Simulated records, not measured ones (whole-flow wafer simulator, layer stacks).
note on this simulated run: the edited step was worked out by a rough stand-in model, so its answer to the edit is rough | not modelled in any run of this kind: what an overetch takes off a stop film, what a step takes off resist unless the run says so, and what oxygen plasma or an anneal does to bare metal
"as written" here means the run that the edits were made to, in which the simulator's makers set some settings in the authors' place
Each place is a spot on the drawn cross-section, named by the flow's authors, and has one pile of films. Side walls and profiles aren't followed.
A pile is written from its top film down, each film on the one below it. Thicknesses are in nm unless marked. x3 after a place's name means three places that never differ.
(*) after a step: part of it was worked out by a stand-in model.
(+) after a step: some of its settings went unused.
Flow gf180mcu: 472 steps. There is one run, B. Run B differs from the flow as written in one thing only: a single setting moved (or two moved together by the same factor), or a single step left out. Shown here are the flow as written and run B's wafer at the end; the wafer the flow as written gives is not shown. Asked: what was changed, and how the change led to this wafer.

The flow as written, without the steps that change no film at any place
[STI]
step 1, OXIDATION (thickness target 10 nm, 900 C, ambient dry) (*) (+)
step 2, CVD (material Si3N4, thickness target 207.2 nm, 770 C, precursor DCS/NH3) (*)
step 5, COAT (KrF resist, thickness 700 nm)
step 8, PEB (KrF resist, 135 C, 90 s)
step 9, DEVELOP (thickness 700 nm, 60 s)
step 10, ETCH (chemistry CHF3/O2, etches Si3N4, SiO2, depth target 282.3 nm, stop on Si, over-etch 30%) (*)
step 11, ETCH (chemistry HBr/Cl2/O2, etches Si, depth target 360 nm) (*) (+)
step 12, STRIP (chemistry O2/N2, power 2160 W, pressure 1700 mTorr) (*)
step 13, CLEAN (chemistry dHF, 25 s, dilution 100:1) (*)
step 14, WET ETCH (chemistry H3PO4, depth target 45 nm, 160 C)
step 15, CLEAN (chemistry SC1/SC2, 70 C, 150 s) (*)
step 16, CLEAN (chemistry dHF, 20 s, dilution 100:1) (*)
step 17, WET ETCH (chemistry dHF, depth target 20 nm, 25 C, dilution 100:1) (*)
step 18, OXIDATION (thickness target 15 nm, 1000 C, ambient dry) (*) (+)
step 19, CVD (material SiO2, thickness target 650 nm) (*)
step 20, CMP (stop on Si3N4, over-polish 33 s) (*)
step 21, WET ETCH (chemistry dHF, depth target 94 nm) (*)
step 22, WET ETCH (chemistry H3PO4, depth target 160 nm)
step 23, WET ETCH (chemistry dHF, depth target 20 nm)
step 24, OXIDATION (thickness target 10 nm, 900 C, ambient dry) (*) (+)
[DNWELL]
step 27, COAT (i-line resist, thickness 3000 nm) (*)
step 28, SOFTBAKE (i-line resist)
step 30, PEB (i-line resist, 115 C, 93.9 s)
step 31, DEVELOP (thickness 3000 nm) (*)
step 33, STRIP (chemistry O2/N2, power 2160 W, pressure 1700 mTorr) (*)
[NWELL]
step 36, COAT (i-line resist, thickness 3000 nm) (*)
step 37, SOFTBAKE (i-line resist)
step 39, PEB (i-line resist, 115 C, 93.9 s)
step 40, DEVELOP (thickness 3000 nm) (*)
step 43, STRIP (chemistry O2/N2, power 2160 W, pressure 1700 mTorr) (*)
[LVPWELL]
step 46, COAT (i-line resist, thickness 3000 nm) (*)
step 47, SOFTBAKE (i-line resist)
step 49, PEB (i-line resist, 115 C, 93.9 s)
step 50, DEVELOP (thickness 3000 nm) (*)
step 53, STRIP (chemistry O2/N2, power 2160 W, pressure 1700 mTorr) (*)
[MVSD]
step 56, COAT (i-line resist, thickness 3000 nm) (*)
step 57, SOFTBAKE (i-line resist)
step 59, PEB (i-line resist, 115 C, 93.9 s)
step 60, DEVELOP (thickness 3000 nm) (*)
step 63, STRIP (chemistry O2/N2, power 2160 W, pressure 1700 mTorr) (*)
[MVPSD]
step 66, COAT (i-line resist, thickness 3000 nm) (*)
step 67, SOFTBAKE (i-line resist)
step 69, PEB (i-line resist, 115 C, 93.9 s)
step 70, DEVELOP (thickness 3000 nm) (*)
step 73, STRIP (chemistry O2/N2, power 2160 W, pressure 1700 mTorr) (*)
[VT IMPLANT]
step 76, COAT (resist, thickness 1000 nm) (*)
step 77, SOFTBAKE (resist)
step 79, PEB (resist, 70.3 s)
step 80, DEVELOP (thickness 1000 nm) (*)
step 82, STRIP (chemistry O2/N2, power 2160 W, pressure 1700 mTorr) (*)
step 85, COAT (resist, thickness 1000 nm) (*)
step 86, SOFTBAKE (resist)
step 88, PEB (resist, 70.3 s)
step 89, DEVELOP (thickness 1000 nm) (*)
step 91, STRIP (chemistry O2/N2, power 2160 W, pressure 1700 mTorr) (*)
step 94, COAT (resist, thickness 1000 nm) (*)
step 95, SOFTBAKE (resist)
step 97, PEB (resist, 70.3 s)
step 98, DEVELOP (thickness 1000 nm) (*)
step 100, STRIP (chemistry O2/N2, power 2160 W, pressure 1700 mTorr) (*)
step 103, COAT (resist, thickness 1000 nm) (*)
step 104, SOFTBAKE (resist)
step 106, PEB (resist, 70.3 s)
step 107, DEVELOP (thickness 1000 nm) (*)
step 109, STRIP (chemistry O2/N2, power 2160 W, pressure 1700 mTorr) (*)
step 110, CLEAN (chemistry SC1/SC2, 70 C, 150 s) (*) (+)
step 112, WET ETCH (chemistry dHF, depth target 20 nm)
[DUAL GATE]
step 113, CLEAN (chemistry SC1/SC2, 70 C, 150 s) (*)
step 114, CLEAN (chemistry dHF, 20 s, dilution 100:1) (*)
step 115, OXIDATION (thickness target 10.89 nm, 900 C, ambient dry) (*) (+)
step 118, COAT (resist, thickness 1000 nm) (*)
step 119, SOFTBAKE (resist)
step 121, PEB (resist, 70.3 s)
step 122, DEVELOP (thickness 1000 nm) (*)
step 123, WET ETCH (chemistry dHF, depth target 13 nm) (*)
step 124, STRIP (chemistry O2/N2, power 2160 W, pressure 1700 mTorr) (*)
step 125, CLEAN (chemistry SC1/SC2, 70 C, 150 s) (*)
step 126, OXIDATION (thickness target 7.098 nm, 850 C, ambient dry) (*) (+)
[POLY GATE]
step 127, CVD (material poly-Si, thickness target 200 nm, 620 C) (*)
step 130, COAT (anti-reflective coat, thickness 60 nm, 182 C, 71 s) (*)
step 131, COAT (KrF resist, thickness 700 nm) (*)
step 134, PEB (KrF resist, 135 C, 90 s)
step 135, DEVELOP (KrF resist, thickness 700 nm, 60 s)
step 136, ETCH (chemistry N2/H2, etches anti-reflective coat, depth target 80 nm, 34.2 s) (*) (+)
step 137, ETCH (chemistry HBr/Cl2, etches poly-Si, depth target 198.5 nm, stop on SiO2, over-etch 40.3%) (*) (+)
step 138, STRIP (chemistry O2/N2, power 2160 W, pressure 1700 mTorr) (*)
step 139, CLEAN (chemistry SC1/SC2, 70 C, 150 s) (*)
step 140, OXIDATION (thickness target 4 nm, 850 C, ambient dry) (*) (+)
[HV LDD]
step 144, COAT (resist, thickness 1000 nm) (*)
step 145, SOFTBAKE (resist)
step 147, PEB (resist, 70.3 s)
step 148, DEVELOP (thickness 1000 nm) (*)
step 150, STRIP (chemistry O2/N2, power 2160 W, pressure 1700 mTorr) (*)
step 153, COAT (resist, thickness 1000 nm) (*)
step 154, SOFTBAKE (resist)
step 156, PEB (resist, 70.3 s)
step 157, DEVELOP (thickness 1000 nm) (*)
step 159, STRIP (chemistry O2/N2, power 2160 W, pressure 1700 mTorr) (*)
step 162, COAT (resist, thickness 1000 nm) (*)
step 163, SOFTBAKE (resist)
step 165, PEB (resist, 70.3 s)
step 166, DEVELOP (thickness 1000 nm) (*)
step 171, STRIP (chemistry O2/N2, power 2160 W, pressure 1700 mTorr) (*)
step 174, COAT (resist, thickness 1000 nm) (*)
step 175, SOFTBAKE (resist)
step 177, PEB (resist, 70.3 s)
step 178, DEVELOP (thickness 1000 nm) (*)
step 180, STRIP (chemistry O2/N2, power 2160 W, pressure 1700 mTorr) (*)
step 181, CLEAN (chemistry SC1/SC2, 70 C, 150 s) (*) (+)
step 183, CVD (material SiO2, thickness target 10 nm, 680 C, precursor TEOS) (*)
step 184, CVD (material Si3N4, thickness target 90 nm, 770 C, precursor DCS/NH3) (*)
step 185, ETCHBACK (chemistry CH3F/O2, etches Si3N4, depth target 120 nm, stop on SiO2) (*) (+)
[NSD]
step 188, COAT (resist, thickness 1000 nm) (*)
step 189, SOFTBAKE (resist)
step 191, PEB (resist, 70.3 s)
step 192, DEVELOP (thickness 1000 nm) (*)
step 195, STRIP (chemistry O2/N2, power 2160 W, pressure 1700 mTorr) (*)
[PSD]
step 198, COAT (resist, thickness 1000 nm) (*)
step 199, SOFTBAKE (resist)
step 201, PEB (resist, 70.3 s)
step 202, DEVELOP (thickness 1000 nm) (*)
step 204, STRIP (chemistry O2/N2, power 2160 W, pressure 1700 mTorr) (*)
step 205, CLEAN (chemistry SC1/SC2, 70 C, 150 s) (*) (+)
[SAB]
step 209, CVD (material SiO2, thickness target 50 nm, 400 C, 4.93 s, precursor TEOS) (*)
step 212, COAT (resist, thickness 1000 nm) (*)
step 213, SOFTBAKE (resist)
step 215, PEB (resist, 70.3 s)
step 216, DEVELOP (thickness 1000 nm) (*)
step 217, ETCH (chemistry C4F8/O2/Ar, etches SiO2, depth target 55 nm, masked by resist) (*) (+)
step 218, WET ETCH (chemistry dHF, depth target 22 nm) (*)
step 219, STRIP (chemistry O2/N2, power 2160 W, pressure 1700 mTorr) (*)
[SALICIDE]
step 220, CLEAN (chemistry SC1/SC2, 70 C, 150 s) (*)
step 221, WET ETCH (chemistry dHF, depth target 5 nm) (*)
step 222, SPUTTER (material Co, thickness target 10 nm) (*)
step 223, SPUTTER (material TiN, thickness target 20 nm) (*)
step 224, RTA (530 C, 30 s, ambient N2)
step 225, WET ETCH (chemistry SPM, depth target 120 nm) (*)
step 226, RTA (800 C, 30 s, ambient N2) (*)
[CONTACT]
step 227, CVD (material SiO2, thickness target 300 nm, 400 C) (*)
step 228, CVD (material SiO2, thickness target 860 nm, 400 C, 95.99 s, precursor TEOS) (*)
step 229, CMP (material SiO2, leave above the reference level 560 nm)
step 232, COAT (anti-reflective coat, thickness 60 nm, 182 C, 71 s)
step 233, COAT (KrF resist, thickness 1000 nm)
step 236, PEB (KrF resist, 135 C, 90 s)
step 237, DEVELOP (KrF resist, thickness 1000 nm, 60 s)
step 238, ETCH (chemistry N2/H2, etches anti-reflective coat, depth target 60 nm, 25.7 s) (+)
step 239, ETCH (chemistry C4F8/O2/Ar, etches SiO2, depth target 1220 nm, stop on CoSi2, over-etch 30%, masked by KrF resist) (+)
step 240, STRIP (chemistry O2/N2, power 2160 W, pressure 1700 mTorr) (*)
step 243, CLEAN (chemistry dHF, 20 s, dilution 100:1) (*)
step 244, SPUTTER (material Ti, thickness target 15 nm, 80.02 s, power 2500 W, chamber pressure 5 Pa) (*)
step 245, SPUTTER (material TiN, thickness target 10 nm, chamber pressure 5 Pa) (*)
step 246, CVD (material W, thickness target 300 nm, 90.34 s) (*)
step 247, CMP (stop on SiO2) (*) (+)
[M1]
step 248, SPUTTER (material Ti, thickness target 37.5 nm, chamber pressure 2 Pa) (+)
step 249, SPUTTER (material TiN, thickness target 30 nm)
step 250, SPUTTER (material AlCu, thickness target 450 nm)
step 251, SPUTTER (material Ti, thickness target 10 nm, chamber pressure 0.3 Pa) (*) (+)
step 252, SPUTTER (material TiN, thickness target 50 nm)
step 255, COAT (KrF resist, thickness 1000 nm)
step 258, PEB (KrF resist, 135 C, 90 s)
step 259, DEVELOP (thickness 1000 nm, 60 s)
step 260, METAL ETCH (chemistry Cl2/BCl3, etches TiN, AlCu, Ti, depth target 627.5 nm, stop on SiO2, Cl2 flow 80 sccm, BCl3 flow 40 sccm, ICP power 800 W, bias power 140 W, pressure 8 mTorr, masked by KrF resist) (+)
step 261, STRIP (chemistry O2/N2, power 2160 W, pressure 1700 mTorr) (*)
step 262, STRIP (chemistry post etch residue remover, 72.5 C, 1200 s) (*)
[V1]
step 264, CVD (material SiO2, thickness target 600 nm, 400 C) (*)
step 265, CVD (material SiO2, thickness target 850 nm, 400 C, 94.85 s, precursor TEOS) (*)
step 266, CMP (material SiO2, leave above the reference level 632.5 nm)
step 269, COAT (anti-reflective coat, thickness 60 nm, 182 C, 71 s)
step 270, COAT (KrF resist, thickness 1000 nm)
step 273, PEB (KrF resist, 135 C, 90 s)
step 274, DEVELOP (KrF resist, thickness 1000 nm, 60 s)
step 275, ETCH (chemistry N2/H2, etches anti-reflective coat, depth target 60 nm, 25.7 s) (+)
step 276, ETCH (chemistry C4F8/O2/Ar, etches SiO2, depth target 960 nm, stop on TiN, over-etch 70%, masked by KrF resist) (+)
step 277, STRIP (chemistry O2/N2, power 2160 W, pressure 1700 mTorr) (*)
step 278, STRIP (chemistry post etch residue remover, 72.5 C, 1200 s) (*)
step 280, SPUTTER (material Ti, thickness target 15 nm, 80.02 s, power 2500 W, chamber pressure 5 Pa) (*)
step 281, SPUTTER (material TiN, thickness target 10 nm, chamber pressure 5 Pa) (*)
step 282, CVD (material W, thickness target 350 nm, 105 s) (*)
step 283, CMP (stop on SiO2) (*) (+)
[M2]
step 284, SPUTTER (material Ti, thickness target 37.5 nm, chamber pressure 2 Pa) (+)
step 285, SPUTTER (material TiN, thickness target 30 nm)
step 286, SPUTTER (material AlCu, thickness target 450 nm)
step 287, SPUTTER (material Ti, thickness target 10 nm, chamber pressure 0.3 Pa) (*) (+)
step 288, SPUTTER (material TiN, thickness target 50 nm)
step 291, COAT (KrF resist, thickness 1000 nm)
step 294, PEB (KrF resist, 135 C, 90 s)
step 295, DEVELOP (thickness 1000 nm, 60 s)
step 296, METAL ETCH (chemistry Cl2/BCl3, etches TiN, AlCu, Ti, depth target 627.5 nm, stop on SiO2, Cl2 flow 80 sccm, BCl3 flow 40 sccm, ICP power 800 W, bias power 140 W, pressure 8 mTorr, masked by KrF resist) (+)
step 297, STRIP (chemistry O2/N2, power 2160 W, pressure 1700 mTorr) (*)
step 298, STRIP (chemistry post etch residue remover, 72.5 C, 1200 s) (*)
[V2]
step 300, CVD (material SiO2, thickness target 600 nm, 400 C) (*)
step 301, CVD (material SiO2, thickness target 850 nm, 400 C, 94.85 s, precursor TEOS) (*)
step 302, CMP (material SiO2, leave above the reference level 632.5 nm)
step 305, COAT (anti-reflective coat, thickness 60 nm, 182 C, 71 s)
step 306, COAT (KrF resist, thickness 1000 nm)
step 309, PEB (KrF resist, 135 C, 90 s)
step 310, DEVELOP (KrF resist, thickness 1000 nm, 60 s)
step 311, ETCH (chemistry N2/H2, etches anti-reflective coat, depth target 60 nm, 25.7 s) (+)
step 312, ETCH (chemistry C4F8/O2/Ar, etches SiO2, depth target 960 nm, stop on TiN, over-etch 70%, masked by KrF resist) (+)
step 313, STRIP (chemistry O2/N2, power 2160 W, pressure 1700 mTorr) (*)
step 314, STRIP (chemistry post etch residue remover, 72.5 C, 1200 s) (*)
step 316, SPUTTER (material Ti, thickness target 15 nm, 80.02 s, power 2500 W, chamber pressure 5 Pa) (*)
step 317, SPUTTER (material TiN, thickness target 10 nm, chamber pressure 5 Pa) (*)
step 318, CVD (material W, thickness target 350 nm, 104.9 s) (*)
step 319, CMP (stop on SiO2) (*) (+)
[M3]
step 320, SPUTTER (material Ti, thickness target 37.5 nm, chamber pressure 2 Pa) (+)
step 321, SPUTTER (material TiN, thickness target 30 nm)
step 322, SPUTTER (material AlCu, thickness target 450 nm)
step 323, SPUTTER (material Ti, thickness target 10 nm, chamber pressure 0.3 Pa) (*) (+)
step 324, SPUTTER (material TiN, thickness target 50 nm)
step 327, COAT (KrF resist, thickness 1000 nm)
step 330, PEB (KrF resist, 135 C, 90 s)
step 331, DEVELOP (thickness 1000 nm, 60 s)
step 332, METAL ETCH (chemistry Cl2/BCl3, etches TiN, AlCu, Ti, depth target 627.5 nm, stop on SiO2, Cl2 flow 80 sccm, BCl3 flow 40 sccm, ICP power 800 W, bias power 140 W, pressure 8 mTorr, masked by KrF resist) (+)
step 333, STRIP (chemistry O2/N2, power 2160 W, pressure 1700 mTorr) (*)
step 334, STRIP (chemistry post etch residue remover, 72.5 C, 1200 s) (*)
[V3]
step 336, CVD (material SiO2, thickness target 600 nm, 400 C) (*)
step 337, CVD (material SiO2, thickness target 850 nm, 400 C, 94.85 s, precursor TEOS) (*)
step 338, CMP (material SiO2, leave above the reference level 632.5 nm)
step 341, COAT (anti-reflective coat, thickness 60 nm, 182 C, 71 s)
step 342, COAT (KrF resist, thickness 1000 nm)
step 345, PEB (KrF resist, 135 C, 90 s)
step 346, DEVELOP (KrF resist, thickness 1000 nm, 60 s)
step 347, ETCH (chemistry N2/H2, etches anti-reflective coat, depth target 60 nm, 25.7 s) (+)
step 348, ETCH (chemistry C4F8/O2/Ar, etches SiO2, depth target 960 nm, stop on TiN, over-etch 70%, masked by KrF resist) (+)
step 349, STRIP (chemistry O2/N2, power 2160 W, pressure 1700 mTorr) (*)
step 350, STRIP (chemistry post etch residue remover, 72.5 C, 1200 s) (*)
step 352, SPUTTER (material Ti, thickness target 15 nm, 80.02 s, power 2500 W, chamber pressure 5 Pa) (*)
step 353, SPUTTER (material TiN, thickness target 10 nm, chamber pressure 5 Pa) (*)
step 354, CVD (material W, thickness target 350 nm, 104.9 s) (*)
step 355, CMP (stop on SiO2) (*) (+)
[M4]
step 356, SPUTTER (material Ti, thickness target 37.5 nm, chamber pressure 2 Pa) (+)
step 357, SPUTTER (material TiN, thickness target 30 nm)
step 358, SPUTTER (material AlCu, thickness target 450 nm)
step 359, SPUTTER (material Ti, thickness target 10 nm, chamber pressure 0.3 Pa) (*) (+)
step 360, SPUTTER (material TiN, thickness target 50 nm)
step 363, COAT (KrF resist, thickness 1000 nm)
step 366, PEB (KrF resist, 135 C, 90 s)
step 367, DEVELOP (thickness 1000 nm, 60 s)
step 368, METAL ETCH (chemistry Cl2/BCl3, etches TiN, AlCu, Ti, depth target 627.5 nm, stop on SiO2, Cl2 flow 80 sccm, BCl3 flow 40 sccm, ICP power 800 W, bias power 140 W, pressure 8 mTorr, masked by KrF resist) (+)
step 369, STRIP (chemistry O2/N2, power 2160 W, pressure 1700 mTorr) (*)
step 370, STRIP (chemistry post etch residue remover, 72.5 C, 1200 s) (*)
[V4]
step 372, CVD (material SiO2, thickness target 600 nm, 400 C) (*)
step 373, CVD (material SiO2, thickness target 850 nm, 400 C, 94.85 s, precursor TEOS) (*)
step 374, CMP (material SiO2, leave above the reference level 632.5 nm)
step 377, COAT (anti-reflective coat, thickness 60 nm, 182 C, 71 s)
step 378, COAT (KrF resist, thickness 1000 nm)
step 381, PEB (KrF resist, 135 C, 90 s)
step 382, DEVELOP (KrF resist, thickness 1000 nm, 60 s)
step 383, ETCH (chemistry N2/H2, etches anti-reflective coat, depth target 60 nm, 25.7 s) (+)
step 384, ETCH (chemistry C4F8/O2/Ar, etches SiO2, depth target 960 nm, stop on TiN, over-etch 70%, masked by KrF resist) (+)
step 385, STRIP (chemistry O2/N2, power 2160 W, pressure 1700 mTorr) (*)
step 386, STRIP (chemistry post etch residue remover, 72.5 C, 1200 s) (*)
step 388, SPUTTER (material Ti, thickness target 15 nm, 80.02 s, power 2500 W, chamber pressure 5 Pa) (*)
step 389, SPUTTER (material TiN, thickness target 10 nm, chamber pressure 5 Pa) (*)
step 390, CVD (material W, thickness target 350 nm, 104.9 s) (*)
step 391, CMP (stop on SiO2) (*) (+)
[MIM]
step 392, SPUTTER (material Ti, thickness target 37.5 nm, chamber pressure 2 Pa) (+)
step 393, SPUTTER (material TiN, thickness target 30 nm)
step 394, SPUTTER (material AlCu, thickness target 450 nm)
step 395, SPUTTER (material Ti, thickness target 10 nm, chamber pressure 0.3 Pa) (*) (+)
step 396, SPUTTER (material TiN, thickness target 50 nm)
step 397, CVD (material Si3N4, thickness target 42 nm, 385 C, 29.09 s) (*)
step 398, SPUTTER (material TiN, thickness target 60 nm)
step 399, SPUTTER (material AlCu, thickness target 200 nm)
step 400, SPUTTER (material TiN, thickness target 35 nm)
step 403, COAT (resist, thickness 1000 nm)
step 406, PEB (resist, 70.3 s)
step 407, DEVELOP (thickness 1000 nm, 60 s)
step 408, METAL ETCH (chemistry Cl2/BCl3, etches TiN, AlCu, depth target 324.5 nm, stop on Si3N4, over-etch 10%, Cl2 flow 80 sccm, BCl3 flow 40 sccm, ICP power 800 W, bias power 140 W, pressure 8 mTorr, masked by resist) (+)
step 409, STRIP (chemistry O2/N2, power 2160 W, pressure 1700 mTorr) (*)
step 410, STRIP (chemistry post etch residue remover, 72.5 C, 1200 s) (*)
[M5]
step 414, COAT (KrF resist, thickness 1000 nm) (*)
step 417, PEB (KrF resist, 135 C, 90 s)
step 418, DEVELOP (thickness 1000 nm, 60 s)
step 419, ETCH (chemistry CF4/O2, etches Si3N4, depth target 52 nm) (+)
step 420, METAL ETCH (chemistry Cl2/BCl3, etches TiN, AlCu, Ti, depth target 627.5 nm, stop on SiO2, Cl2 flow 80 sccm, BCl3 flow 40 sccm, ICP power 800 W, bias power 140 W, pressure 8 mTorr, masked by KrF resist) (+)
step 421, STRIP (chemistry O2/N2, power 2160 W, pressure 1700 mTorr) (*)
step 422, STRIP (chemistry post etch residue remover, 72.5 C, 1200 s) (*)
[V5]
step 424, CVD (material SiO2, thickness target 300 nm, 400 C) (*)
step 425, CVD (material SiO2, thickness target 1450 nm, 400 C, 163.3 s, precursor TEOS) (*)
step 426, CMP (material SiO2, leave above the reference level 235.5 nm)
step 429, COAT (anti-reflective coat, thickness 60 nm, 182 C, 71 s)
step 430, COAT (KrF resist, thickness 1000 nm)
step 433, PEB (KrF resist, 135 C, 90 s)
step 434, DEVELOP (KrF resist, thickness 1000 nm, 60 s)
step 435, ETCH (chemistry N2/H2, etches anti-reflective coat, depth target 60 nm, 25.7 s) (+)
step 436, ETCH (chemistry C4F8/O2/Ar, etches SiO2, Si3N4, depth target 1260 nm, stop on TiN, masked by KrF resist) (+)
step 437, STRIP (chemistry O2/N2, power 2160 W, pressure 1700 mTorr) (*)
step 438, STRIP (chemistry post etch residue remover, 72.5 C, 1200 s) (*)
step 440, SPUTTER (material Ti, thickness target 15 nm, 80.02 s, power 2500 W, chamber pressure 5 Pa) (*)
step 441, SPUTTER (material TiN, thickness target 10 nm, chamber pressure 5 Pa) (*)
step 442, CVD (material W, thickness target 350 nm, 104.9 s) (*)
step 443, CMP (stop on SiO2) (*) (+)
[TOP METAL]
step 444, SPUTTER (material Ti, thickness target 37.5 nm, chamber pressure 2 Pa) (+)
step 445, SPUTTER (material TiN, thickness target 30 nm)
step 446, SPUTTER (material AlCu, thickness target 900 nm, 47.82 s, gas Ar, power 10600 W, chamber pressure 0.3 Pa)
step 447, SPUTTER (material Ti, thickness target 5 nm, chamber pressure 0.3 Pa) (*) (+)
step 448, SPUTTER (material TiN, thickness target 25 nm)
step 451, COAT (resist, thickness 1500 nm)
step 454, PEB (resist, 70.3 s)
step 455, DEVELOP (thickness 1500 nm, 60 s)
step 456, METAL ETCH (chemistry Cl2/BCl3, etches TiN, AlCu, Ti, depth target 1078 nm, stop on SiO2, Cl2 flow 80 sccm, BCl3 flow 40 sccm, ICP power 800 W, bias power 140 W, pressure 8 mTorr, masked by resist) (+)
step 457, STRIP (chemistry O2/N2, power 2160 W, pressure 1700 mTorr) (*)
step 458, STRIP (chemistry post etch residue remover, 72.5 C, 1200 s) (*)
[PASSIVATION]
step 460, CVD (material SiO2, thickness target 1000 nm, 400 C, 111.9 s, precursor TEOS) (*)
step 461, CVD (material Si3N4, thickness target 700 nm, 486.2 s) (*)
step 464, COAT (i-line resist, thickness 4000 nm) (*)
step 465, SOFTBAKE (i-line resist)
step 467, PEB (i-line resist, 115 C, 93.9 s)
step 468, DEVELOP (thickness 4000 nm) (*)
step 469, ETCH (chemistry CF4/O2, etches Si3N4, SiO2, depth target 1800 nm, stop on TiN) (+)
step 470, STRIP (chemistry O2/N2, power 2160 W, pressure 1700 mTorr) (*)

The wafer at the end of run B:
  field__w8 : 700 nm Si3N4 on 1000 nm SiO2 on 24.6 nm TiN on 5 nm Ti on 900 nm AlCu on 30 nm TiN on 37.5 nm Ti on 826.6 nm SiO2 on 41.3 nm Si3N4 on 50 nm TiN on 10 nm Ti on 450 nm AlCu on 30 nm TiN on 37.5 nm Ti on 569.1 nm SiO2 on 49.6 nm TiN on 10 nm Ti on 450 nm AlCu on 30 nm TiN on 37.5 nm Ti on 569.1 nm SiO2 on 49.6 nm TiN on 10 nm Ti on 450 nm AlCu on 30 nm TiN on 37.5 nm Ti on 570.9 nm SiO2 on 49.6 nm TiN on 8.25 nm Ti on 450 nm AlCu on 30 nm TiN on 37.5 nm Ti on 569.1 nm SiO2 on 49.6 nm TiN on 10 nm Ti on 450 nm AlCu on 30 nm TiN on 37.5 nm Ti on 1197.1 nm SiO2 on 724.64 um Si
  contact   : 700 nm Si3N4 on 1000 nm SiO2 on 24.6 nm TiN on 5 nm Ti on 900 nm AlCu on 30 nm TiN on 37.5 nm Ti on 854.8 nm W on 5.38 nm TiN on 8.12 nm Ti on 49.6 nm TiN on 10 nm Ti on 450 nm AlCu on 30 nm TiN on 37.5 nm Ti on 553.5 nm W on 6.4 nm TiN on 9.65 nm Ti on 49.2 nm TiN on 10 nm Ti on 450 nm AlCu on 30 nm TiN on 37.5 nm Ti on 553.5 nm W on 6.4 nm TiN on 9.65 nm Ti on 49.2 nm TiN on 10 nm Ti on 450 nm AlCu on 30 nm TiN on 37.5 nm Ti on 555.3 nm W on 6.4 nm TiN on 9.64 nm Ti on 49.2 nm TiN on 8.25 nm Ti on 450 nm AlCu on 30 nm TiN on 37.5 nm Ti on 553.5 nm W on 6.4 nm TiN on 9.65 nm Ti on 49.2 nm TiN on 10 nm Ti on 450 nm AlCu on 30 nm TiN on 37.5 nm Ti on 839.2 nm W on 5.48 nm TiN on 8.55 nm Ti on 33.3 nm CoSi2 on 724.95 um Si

Cause: step 287, SPUTTER: thickness target 8.25 nm was run, whereas the flow has thickness target 10 nm.
The wafer lets one read it off: field__w8 has Ti 8.25, and step 287 as written asks for 10 nm.

The path from the change to this, step by step:
  step 287, SPUTTER (material Ti, thickness target 10 nm, chamber pressure 0.3 Pa) (*) (+)
      field, field__w1, field__w2 and 108 more: Ti gains 8.25 (new film) (in the flow as written it would be: Ti gains 10 (new film))
  step 296, METAL ETCH (chemistry Cl2/BCl3, etches TiN, AlCu, Ti, depth target 627.5 nm, stop on SiO2, Cl2 flow 80 sccm, BCl3 flow 40 sccm, ICP power 800 W, bias power 140 W, pressure 8 mTorr, masked by KrF resist) (+)
      field, field__w1, field__w2 and 103 more: TiN loses 50 (all of it), Ti loses 8.25 (all of it), AlCu loses 450 (all of it), TiN loses 30 (all of it), Ti loses 37.5 (all of it) (in the flow as written it would be: TiN loses 50 (all of it), Ti loses 10 (all of it), AlCu loses 450 (all of it), TiN loses 30 (all of it), Ti loses 37.5 (all of it))
